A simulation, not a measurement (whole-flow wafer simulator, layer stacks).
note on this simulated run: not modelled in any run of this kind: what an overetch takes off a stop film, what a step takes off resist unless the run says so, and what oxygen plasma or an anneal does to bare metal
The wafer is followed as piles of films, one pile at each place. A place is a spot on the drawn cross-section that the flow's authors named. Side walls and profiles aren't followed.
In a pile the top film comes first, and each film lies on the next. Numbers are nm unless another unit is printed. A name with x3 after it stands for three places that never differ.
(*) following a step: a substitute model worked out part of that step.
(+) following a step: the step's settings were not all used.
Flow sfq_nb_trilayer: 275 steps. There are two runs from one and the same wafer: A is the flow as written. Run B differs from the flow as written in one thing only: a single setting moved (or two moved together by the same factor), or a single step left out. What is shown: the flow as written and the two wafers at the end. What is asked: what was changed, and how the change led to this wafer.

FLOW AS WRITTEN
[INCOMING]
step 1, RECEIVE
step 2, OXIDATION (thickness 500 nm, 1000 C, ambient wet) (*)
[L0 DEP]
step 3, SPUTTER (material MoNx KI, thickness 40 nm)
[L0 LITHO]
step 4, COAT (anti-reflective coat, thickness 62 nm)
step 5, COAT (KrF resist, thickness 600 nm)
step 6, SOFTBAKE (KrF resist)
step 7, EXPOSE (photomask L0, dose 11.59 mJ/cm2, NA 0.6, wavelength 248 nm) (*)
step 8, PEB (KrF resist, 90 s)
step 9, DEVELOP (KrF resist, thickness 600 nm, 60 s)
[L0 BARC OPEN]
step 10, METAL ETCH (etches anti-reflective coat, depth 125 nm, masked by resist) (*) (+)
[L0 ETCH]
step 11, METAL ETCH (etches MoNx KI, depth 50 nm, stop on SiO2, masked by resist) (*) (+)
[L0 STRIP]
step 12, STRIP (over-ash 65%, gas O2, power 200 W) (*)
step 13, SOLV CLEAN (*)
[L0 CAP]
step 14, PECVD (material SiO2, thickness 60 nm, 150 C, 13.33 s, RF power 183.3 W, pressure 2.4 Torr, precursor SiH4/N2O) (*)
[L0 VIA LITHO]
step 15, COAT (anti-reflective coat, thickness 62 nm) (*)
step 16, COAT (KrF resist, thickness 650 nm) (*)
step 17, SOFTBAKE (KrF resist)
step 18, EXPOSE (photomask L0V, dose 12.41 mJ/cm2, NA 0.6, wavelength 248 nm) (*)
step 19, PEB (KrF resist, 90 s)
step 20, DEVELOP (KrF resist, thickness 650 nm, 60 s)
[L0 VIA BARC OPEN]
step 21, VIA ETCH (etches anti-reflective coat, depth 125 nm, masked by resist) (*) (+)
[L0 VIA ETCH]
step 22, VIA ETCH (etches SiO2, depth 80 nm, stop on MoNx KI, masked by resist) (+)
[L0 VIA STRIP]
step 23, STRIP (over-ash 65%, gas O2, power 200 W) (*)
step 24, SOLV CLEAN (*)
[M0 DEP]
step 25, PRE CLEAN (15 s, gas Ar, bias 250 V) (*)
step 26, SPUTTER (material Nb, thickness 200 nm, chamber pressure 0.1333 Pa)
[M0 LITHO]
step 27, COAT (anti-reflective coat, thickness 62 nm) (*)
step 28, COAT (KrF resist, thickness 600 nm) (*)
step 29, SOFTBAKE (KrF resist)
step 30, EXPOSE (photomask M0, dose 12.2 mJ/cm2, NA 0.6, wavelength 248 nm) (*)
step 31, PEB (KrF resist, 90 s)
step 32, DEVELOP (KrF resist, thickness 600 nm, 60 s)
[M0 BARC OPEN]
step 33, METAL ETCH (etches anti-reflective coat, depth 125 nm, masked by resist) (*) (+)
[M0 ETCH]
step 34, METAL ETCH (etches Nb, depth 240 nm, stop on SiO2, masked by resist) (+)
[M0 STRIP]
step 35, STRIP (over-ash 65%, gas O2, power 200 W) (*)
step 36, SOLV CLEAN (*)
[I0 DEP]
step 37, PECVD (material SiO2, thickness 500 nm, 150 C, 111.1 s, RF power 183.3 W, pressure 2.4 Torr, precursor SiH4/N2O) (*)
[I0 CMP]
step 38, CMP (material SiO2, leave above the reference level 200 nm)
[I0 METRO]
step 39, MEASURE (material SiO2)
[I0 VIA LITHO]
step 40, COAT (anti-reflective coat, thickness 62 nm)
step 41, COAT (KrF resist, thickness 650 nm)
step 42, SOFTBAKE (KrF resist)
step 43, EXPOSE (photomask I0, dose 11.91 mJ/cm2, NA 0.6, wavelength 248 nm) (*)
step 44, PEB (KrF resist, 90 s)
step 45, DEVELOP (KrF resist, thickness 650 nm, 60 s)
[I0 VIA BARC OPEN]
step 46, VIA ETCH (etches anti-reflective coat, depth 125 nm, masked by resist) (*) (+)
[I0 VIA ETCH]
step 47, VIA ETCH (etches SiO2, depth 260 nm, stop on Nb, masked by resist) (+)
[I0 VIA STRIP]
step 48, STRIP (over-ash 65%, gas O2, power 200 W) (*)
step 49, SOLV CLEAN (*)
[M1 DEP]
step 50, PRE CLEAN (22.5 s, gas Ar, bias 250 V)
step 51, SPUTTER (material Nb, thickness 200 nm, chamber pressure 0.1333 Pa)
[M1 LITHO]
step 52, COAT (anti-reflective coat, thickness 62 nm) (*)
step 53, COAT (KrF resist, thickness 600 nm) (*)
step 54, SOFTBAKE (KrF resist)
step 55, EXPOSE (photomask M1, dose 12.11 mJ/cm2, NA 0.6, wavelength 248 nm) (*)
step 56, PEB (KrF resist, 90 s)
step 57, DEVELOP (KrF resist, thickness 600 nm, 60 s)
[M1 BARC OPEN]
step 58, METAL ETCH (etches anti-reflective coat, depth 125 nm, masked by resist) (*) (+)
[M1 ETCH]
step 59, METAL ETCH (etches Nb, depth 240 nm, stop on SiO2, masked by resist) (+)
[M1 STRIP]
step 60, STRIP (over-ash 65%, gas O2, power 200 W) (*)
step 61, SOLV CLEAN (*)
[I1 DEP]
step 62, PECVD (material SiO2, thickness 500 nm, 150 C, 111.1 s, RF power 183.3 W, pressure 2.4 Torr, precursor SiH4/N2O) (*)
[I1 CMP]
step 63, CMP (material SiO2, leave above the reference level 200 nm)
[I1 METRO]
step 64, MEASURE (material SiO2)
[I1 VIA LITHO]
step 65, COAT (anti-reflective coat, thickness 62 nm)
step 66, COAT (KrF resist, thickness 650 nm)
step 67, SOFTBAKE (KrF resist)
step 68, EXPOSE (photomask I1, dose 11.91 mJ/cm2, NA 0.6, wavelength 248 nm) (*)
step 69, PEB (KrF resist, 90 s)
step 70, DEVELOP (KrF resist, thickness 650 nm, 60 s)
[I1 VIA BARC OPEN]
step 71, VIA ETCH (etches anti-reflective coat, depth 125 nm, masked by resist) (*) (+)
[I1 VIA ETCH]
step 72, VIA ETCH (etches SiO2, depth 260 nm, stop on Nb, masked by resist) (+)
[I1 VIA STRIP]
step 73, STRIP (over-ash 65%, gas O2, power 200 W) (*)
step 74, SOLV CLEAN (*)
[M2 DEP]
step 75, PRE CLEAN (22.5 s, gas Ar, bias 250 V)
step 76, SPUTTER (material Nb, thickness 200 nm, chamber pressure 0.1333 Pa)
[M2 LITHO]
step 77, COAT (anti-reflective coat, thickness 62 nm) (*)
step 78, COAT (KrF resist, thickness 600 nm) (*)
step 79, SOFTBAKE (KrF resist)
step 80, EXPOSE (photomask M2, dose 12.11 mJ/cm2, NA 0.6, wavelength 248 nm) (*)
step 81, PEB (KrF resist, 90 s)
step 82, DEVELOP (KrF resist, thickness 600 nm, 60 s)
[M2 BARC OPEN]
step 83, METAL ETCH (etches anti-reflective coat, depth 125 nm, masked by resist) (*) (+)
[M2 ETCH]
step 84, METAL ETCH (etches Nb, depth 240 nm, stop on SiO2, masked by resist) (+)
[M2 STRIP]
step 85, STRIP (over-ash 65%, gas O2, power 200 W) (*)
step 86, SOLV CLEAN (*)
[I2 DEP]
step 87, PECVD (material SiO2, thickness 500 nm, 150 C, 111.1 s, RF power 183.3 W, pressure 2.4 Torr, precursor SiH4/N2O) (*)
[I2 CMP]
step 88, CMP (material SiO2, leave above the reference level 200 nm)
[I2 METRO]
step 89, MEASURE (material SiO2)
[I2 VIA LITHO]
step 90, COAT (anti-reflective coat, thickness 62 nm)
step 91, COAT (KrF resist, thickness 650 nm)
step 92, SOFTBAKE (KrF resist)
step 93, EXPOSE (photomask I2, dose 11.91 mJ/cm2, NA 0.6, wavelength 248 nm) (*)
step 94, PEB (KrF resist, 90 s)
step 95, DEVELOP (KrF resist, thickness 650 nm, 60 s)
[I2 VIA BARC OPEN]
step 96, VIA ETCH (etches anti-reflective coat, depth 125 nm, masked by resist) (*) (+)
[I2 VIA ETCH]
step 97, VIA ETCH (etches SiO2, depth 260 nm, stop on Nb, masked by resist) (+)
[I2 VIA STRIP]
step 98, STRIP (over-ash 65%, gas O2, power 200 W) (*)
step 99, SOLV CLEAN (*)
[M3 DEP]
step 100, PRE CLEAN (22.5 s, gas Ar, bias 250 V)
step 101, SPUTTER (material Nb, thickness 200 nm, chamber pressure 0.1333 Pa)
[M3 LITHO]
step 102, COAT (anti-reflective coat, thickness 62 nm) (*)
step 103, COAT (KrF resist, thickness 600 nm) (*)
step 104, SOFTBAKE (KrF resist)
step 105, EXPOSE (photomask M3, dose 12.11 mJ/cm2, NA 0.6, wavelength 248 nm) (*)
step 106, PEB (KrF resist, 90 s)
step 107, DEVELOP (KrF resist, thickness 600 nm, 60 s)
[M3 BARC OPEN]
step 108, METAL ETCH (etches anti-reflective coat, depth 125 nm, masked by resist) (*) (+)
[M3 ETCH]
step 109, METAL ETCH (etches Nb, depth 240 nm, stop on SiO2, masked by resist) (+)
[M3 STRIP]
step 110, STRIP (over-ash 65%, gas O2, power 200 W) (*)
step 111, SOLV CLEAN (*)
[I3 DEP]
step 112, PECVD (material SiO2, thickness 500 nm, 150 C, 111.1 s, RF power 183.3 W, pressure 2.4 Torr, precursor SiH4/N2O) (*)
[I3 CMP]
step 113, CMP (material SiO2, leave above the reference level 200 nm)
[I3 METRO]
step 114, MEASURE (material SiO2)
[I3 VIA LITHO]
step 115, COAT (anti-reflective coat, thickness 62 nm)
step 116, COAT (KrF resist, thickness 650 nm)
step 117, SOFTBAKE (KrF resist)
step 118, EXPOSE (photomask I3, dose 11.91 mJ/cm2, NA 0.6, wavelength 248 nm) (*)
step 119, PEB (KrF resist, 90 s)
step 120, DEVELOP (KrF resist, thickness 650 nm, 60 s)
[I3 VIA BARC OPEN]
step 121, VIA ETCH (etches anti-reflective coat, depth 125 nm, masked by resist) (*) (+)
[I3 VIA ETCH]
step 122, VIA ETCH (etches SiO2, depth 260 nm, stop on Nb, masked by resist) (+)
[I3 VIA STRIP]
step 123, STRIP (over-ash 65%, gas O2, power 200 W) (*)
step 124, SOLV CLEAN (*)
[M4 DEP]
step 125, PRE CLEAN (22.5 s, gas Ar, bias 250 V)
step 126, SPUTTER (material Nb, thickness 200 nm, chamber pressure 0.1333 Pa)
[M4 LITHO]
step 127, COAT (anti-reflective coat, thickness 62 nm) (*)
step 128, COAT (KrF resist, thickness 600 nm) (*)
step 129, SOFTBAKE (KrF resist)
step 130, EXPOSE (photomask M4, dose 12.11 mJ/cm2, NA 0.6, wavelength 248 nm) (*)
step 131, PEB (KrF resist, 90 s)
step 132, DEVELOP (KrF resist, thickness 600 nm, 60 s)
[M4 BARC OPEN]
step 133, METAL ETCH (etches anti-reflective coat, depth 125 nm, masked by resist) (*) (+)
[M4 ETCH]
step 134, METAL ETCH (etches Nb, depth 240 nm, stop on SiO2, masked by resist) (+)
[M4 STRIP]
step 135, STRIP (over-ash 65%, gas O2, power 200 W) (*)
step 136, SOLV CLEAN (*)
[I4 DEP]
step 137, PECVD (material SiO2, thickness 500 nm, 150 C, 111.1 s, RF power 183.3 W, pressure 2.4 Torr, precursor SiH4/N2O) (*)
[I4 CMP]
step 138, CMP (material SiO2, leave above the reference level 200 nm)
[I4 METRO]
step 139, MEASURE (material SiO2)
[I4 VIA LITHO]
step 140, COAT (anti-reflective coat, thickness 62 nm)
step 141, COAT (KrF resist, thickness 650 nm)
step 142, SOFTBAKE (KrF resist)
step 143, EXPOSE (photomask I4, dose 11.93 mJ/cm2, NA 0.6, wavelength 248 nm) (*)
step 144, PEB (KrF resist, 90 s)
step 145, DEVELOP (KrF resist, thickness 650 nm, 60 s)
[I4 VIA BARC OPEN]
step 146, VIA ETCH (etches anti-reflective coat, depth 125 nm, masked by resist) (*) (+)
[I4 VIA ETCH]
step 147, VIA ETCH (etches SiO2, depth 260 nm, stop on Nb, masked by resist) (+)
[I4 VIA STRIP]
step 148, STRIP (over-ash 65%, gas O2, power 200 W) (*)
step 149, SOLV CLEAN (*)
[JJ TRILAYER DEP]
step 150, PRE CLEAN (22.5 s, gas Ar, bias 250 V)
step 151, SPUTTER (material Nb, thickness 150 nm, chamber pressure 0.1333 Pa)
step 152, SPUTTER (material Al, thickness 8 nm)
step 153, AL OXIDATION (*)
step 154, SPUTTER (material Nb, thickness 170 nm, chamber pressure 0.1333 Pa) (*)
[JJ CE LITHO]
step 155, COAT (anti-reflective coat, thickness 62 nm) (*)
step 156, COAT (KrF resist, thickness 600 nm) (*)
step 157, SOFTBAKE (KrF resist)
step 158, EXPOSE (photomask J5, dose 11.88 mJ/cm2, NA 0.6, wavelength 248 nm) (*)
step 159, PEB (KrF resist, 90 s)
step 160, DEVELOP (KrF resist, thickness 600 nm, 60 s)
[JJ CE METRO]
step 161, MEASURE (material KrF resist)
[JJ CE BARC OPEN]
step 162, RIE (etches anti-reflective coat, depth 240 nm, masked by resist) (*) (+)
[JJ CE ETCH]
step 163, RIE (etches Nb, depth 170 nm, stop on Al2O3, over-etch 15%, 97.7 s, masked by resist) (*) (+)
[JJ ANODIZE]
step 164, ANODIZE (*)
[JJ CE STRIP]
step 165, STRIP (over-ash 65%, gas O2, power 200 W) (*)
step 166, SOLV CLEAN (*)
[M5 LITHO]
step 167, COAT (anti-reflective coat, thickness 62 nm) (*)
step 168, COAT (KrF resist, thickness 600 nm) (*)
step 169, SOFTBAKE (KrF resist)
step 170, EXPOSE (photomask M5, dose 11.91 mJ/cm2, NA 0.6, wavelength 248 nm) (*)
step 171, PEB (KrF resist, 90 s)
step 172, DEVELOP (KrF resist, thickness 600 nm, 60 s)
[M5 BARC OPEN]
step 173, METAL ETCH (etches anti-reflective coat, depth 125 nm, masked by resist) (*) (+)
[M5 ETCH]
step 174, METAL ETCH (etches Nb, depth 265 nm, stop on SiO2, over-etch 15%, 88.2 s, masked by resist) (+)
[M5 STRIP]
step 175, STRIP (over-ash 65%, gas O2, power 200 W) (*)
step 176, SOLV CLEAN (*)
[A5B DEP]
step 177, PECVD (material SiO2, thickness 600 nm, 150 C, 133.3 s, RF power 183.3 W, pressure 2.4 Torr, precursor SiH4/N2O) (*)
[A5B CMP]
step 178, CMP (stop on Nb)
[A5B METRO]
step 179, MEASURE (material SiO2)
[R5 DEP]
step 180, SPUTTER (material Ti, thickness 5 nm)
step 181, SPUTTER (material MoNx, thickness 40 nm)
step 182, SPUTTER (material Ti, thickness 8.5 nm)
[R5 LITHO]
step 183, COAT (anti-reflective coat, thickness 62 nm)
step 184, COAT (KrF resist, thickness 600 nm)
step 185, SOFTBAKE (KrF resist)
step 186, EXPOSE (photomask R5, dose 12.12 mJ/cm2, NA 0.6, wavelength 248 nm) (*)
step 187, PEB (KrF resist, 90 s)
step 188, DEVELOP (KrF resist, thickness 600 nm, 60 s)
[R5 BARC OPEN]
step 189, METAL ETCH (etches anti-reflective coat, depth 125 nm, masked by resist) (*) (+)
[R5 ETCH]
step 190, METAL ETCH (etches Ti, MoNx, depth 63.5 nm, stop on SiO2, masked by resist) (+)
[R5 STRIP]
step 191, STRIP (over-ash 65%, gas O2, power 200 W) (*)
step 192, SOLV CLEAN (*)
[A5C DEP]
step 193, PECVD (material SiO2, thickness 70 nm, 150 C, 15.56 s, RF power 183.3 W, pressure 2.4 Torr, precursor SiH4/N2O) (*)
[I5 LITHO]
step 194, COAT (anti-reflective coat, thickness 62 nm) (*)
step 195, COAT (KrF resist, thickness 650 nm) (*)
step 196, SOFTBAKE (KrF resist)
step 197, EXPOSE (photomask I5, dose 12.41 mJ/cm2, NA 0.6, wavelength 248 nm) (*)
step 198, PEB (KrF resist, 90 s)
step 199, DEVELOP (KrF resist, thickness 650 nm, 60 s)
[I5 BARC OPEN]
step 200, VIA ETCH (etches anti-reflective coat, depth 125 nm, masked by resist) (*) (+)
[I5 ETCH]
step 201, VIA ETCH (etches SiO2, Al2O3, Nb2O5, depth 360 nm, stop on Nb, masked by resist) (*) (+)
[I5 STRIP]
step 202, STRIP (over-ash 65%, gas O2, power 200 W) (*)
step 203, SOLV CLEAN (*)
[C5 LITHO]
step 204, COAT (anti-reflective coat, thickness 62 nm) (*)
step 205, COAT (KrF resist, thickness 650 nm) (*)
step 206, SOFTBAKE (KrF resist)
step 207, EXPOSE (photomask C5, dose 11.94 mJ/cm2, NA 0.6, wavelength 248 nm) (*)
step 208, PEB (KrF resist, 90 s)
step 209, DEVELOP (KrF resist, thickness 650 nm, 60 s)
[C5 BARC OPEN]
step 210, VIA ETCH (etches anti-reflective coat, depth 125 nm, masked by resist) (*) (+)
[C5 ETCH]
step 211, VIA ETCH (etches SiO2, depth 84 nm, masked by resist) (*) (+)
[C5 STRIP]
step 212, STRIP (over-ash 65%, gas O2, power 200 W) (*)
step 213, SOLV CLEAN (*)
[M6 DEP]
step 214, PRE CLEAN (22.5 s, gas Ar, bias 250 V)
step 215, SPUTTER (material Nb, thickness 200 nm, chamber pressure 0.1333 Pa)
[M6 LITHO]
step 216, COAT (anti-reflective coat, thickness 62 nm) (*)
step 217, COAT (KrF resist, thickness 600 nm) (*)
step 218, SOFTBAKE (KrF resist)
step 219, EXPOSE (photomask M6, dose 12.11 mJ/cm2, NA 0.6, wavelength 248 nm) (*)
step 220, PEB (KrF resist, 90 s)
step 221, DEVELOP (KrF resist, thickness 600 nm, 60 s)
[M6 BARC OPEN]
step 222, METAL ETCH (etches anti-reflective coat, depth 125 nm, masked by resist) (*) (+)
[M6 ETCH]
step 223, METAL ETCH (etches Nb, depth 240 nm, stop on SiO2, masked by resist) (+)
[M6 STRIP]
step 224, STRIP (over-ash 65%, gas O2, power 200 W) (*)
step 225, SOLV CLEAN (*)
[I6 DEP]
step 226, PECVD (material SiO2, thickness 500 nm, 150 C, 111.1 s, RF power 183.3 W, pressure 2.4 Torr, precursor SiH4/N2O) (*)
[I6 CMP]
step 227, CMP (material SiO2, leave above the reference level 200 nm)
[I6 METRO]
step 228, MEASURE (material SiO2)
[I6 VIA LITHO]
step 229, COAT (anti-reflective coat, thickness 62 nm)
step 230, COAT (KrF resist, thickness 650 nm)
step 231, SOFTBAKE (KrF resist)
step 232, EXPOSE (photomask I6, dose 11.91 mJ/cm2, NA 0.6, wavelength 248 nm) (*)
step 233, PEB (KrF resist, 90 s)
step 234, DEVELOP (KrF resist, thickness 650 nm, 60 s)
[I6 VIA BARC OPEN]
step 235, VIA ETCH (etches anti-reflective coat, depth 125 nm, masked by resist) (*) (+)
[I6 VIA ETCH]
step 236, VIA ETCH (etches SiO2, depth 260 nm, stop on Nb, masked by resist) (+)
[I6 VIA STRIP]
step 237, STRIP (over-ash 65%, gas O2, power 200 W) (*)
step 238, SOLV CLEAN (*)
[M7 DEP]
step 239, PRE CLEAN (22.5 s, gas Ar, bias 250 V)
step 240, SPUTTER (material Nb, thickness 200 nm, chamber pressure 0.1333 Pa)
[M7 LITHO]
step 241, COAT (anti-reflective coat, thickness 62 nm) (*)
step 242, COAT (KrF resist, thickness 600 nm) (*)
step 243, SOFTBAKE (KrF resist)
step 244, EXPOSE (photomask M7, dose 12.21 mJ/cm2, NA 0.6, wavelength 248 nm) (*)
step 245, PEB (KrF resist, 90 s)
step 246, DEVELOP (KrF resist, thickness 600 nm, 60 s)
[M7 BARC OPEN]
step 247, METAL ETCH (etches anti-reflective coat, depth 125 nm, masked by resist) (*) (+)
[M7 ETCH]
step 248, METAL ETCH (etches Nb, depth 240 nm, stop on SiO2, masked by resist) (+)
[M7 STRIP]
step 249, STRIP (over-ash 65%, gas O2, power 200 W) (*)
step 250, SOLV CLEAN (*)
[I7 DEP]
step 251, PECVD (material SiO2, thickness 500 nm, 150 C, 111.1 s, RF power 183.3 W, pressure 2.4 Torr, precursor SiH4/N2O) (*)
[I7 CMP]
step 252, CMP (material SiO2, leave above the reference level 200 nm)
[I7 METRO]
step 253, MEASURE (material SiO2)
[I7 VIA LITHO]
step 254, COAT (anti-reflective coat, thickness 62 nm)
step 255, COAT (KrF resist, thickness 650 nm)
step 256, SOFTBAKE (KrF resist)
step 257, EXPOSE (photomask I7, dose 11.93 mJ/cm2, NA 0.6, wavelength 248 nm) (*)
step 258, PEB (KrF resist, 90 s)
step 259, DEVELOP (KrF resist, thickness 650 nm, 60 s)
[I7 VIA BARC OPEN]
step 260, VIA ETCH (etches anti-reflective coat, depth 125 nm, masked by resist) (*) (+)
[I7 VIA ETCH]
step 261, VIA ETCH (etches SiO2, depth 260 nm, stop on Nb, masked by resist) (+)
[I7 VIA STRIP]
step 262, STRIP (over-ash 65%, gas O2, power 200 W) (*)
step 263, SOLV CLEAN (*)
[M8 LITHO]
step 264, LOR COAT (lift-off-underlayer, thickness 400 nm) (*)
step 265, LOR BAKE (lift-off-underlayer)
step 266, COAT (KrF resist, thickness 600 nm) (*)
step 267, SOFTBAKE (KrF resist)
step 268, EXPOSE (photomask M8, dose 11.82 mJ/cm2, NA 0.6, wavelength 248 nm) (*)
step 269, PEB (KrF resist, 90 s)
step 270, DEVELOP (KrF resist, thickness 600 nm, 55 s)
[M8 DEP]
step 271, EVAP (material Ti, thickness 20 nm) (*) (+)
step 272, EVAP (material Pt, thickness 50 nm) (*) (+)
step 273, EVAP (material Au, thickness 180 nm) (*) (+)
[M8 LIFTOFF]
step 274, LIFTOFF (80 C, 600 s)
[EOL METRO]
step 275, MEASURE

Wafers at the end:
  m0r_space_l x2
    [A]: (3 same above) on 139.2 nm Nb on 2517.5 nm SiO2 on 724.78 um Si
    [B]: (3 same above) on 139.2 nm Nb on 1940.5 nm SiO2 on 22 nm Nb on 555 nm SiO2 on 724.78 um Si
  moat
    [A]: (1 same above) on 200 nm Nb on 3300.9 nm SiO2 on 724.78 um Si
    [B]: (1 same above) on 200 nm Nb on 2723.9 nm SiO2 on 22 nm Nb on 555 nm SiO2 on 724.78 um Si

What caused this: step 34, METAL ETCH: depth 178 nm was run, though the flow has depth 240 nm.

How this came from the change, step by step:
  step 34, METAL ETCH (etches Nb, depth 240 nm, stop on SiO2, masked by resist) (+)
      moat, m0r_space_l x2: A -200 Nb (all of it) | B -178 Nb
      field_l, v_sur, via_wl and 100 more: A -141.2 KrF resist | B -104.7 KrF resist
  step 35, STRIP (over-ash 65%, gas O2, power 200 W) (*)
      p4_fl, p4_fm, p4_w1 and 68 more: A -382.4 KrF resist (all of it), -62 anti-reflective coat (all of it) | B -418.9 KrF resist (all of it), -62 anti-reflective coat (all of it)
      c5j, ce_r, sp_r, be_r, r_sur, res: A -389 KrF resist (all of it), -63.6 anti-reflective coat (all of it) | B -425.5 KrF resist (all of it), -63.6 anti-reflective coat (all of it)
      (as well as at 26 more places)
  step 37, PECVD (material SiO2, thickness 500 nm, 150 C, 111.1 s, RF power 183.3 W, pressure 2.4 Torr, precursor SiH4/N2O) (*)
      moat, m0r_space_l x2: A +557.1 SiO2 | B +535.1 SiO2 (new film)
If metal films that touch count as one body, m0r_space_l x2 has 2 bodies (between them, from the top down: SiO2 1940.5); the flow as written gives 1 body.
If metal films that touch count as one body, moat has 2 bodies (between them, from the top down: SiO2 2723.9); the flow as written gives 1 body.
